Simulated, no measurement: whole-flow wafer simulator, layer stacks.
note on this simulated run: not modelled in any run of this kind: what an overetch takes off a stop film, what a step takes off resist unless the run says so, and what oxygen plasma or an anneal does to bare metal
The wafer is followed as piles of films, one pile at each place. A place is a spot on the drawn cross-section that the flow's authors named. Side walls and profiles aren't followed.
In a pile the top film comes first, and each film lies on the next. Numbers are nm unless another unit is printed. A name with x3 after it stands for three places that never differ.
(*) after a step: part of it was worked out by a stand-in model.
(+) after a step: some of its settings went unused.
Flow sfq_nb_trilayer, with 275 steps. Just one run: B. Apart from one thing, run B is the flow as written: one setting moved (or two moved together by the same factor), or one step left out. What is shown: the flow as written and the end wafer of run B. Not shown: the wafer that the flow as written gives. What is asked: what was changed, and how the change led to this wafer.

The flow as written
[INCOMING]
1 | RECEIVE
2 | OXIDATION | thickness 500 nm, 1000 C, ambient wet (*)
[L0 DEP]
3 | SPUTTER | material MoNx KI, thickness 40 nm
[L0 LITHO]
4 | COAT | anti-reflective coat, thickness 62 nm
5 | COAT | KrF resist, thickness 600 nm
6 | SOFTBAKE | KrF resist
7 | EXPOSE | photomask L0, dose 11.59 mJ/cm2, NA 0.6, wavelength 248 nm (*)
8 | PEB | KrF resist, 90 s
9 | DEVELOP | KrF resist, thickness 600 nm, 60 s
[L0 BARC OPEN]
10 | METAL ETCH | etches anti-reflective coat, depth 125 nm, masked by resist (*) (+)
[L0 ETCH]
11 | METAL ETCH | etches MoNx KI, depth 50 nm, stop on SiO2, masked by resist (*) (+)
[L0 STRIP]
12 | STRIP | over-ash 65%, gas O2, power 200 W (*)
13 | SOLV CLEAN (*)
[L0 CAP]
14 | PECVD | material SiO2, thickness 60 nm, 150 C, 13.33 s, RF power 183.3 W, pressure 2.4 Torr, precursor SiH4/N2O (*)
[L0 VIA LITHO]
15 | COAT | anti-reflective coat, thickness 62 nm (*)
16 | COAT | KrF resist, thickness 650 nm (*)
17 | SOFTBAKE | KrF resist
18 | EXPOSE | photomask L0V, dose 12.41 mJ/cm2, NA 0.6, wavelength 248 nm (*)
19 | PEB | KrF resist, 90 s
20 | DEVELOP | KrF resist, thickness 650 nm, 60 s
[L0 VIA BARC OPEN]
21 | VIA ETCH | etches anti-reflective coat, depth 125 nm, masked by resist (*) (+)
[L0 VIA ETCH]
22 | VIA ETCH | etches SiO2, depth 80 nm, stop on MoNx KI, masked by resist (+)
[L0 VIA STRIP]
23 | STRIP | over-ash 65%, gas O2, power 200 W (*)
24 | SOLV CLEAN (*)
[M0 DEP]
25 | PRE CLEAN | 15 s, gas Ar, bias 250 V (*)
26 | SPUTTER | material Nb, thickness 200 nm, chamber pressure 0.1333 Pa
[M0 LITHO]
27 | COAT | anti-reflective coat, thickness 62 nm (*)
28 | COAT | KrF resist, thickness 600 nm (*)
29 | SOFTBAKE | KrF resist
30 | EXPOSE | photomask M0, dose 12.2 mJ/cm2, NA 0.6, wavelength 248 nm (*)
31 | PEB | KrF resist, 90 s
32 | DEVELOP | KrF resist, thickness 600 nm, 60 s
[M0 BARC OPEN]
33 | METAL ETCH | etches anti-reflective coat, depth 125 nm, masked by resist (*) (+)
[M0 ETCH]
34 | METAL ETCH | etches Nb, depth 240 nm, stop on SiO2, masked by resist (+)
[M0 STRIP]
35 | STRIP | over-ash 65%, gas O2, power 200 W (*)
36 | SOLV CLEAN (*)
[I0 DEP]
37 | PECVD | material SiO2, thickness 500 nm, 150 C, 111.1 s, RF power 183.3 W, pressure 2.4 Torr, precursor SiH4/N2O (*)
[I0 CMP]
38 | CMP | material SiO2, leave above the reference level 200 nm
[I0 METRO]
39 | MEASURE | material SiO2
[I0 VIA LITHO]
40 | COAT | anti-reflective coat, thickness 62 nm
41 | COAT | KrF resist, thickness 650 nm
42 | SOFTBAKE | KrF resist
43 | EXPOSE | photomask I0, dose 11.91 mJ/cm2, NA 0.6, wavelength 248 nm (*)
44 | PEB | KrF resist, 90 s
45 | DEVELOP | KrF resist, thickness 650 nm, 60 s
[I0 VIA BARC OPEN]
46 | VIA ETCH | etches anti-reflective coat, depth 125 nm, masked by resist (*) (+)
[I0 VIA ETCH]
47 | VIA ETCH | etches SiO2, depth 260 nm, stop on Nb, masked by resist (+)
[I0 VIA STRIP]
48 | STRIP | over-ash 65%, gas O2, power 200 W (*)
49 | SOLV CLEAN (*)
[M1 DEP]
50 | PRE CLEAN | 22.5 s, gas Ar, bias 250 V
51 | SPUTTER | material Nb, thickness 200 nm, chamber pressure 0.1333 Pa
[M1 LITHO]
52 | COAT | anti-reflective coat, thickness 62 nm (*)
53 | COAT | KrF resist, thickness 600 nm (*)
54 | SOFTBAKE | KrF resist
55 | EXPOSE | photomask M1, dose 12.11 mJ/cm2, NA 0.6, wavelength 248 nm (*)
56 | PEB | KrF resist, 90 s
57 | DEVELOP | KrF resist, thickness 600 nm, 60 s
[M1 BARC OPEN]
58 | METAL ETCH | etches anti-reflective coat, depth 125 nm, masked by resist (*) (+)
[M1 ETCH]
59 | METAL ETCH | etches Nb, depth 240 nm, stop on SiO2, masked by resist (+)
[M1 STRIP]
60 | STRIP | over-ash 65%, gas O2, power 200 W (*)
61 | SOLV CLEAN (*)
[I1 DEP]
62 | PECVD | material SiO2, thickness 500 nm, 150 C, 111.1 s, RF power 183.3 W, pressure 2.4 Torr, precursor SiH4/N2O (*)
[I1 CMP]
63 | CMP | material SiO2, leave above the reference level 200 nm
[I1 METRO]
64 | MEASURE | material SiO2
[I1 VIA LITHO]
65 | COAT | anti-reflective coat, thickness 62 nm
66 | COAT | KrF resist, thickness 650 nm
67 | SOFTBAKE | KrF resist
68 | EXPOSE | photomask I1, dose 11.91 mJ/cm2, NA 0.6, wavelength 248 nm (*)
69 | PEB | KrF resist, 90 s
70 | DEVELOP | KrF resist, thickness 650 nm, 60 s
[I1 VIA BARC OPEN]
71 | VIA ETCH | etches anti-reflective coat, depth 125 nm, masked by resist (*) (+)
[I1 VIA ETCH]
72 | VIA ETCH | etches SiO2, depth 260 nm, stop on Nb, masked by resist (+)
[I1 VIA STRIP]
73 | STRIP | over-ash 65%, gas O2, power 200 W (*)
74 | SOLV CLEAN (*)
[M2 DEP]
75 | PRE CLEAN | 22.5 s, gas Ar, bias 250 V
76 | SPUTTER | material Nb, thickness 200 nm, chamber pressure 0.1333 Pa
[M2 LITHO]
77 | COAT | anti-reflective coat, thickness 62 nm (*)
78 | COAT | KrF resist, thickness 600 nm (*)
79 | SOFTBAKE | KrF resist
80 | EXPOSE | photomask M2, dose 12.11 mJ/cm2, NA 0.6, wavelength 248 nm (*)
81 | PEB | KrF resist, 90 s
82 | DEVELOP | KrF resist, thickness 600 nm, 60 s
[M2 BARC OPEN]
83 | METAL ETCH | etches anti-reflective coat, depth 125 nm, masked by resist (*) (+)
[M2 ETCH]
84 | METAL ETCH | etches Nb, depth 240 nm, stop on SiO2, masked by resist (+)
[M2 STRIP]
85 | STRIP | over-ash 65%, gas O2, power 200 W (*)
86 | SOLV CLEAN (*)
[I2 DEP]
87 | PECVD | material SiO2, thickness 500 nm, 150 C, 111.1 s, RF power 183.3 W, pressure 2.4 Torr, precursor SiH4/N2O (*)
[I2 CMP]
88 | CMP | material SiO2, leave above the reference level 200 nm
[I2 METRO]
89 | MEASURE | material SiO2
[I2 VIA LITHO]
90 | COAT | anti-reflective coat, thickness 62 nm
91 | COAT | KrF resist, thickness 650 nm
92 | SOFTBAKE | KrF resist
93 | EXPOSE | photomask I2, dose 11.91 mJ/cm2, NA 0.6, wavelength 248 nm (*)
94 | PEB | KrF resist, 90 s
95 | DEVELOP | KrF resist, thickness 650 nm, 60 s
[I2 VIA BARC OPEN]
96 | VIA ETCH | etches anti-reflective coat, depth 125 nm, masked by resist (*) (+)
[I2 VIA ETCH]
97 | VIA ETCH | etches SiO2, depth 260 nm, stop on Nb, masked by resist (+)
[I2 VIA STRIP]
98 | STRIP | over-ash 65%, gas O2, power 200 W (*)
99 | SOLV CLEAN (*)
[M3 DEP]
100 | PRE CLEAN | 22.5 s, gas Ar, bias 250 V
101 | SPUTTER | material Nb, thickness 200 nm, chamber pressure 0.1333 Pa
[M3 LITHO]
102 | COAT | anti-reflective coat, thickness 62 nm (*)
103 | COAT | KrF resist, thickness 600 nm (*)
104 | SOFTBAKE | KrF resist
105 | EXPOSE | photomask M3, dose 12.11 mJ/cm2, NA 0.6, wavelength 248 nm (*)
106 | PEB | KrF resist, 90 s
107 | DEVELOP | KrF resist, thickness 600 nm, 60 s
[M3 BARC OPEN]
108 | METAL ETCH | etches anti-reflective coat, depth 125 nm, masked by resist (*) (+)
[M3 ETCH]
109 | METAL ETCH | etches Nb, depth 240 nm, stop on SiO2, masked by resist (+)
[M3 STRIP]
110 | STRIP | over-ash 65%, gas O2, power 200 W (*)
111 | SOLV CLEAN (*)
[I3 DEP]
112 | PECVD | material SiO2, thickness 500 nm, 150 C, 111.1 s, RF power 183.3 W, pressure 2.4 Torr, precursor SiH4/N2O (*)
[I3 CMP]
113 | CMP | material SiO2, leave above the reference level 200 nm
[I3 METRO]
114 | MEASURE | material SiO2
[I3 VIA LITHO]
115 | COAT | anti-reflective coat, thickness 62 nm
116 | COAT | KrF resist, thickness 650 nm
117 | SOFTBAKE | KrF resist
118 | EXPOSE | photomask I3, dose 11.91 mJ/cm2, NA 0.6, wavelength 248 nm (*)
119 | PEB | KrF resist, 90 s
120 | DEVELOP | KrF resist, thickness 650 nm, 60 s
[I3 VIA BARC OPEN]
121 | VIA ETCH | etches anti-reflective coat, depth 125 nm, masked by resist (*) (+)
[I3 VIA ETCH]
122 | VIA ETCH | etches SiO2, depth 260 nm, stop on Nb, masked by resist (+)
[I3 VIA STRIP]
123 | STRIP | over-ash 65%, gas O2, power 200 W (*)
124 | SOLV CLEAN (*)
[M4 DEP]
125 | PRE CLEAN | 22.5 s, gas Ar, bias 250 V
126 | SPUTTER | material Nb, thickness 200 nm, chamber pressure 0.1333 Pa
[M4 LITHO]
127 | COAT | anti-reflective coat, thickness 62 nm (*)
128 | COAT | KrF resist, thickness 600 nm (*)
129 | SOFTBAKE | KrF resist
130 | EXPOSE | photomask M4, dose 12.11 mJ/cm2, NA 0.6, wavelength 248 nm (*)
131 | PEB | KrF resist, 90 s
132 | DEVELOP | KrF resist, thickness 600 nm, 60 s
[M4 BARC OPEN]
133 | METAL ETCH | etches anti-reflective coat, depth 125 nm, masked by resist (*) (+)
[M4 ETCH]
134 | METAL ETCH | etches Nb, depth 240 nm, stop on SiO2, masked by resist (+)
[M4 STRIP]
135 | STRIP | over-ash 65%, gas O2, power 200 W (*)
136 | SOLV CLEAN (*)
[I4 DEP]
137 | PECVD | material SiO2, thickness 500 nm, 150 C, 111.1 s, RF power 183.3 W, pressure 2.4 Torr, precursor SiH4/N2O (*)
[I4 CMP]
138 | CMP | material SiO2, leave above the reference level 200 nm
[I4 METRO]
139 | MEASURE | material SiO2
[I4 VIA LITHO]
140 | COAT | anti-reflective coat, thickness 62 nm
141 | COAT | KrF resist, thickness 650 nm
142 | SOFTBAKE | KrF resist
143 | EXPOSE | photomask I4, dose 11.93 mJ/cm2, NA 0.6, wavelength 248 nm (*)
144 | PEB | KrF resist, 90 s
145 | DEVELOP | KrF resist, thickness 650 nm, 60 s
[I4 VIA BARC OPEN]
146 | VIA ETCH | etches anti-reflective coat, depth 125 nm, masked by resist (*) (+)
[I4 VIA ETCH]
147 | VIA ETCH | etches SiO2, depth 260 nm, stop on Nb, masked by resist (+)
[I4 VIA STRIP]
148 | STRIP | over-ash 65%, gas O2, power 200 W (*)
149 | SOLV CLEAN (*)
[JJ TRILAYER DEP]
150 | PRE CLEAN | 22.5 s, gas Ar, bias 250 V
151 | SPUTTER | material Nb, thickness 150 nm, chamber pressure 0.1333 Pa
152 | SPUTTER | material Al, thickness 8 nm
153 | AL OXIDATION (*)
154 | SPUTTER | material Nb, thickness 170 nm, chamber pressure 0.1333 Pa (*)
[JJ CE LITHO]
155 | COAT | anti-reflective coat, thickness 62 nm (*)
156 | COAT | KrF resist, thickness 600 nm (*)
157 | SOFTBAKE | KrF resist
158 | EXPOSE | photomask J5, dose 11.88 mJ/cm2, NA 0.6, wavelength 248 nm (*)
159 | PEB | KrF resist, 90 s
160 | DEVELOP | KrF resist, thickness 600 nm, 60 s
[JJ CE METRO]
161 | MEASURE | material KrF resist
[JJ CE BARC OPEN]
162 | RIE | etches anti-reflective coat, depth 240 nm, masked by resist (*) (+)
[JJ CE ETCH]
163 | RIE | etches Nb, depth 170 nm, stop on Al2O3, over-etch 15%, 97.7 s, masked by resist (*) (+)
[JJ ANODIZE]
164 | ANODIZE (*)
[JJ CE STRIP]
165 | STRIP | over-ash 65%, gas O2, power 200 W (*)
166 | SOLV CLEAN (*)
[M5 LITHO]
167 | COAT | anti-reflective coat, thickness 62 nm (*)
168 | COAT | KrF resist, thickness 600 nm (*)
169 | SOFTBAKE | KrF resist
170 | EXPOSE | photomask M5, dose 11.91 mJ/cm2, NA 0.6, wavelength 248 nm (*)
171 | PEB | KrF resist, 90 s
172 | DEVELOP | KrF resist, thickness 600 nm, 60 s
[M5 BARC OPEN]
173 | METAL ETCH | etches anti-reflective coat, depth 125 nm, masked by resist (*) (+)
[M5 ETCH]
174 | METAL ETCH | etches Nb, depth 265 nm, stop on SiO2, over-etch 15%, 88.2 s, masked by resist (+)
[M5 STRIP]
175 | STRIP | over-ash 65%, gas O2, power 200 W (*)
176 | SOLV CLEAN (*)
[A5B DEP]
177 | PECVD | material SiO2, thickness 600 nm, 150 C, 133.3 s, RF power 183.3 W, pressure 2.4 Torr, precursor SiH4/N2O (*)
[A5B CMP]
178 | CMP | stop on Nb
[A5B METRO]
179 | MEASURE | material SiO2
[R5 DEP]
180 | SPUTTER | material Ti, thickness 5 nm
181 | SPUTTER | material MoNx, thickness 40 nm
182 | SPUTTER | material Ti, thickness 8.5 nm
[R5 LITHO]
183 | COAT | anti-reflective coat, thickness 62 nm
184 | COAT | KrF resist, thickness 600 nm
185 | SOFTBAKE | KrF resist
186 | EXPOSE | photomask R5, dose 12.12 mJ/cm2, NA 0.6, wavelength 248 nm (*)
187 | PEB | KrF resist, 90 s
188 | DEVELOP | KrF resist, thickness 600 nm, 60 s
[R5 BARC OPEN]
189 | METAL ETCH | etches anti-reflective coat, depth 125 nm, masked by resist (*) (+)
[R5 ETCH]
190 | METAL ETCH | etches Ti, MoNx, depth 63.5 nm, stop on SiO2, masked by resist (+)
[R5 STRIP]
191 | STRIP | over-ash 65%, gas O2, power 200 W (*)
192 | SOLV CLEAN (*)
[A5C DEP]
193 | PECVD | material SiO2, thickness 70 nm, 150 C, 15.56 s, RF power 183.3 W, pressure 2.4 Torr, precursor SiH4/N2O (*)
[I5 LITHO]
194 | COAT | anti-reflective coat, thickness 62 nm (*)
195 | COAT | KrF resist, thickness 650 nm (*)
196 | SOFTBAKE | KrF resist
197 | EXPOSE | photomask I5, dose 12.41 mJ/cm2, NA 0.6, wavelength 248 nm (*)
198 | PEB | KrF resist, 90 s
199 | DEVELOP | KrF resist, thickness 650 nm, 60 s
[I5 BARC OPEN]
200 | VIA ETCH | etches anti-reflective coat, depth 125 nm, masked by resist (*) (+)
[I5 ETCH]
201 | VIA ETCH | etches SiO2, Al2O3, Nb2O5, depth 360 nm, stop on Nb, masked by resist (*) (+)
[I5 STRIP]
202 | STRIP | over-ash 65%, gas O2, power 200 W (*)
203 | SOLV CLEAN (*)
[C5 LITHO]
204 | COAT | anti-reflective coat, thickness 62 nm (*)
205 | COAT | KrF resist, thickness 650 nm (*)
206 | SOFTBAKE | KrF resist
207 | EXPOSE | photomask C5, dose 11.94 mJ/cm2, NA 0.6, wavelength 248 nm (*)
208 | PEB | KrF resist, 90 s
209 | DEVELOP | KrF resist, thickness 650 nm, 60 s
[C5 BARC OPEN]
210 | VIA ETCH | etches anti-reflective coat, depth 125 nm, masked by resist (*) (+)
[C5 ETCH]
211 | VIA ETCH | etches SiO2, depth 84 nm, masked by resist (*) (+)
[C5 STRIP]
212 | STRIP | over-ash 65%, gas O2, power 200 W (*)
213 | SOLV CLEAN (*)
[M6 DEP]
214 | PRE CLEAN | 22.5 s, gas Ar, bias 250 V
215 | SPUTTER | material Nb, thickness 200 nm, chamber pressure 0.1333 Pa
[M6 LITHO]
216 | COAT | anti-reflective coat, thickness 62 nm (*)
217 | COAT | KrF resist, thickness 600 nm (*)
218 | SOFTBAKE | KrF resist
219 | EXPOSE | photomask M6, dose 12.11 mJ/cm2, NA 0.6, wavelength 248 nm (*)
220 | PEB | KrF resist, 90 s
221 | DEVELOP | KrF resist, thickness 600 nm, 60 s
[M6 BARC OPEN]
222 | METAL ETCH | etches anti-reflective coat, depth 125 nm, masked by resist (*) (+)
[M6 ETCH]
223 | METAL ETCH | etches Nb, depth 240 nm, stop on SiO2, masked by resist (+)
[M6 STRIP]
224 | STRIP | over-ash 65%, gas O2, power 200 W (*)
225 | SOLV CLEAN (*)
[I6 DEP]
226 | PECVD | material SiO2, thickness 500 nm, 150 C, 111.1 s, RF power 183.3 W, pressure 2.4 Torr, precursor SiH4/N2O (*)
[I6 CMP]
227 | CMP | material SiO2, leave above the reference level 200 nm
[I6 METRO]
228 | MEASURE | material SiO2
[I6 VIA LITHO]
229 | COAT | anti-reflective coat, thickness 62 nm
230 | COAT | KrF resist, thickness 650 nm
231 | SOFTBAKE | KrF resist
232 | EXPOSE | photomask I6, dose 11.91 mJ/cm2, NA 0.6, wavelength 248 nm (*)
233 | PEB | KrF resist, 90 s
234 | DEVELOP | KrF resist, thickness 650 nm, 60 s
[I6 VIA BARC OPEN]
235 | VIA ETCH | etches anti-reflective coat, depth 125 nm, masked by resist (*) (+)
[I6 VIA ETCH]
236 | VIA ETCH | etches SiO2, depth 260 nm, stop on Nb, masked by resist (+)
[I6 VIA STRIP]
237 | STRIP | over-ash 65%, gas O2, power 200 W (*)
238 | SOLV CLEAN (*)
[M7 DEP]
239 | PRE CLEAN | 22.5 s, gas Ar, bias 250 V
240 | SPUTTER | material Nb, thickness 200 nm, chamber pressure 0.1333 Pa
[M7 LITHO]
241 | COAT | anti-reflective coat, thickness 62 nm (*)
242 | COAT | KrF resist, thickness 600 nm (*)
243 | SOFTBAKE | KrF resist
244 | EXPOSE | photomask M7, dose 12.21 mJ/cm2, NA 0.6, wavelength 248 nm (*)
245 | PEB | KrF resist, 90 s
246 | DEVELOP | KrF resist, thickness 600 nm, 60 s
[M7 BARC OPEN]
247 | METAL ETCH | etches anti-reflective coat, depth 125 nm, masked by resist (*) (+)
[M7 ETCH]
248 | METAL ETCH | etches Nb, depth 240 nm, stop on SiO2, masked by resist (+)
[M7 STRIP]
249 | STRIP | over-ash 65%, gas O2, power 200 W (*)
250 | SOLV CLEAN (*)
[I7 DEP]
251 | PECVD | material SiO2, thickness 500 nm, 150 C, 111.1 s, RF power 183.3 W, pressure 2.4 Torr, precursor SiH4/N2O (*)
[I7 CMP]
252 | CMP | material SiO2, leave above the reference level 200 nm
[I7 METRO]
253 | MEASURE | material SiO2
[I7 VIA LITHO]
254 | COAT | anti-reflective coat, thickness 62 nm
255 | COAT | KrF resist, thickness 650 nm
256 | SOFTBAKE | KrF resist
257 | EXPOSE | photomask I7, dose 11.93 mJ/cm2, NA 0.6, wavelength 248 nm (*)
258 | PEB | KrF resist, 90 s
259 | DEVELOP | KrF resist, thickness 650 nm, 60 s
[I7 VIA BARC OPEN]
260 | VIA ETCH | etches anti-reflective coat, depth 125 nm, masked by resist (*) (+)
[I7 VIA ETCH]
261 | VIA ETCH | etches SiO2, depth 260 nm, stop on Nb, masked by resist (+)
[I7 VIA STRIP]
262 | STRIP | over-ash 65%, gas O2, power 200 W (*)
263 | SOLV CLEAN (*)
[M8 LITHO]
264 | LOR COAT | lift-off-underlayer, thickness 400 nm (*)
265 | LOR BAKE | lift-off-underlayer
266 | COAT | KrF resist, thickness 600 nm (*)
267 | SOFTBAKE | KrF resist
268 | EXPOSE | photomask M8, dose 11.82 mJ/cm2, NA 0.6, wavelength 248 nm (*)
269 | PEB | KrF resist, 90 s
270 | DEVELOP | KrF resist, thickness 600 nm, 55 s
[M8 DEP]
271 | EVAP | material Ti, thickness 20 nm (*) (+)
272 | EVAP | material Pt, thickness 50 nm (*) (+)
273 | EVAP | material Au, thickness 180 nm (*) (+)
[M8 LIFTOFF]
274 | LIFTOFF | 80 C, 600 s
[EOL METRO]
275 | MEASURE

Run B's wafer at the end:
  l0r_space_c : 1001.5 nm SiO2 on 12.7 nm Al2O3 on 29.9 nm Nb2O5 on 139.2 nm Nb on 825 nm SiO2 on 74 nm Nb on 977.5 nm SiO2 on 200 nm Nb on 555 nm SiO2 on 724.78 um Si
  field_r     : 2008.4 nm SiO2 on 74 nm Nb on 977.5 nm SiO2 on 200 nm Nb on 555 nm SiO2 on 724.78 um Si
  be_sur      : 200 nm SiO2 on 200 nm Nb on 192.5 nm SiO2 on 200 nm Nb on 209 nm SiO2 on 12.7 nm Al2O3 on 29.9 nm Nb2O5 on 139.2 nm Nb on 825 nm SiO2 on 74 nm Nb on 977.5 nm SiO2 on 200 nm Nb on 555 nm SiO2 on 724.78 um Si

Cause: step 101, SPUTTER: thickness 314 nm was run, while the flow as written has thickness 200 nm.

The path from the change to this, step by step:
  101 | SPUTTER | material Nb, thickness 200 nm, chamber pressure 0.1333 Pa
      field_l, v_sur, via_wl and 102 more: +314 Nb (new film) (it would be, as written: +200 Nb (new film))
      via_w: +261.7 Nb (it would be, as written: +165.5 Nb)
  102 | COAT | anti-reflective coat, thickness 62 nm (*)
      via_w: +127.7 anti-reflective coat (new film) (it would be, as written: +124.8 anti-reflective coat (new film))
  109 | METAL ETCH | etches Nb, depth 240 nm, stop on SiO2, masked by resist (+)
      field_l, be, be_sur and 72 more: -240 Nb (it would be, as written: -200 Nb (all of it))
  110 | STRIP | over-ash 65%, gas O2, power 200 W (*)
      via_w: -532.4 KrF resist (all of it), -127.7 anti-reflective coat (all of it) (it would be, as written: -520 KrF resist (all of it), -124.8 anti-reflective coat (all of it))
  112 | PECVD | material SiO2, thickness 500 nm, 150 C, 111.1 s, RF power 183.3 W, pressure 2.4 Torr, precursor SiH4/N2O (*)
      field_l, be, be_sur and 64 more: +500 SiO2 (new film) (it would be, as written: +500 SiO2)
      p4_g1, p4_g2, p3_s0, p3_s1, p3_s2, p3_s3, p3_s4, p3_s5: +597.1 SiO2 (new film) (it would be, as written: +557.1 SiO2)
  113 | CMP | material SiO2, leave above the reference level 200 nm
      field_l, be, be_sur and 64 more: -60 SiO2 (it would be, as written: -100 SiO2)
      via_w: -157.1 SiO2 (it would be, as written: -181.6 SiO2)
Taking metal films that touch as one body, l0r_space_c has 3 bodies (between them, from the top down: SiO2 825; SiO2 977.5); the flow as written gives 2 bodies (between them, from the top down: SiO2 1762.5).
Taking metal films that touch as one body, field_r has 2 bodies (between them, from the top down: SiO2 977.5); the flow as written gives 1 body.
Taking metal films that touch as one body, be_sur has 5 bodies (between them, from the top down: SiO2 192.5; SiO2 209 / Al2O3 12.7 / Nb2O5 29.9; SiO2 825; SiO2 977.5); the flow as written gives 4 bodies (between them, from the top down: SiO2 192.5; SiO2 209 / Al2O3 12.7 / Nb2O5 29.9; SiO2 1762.5).
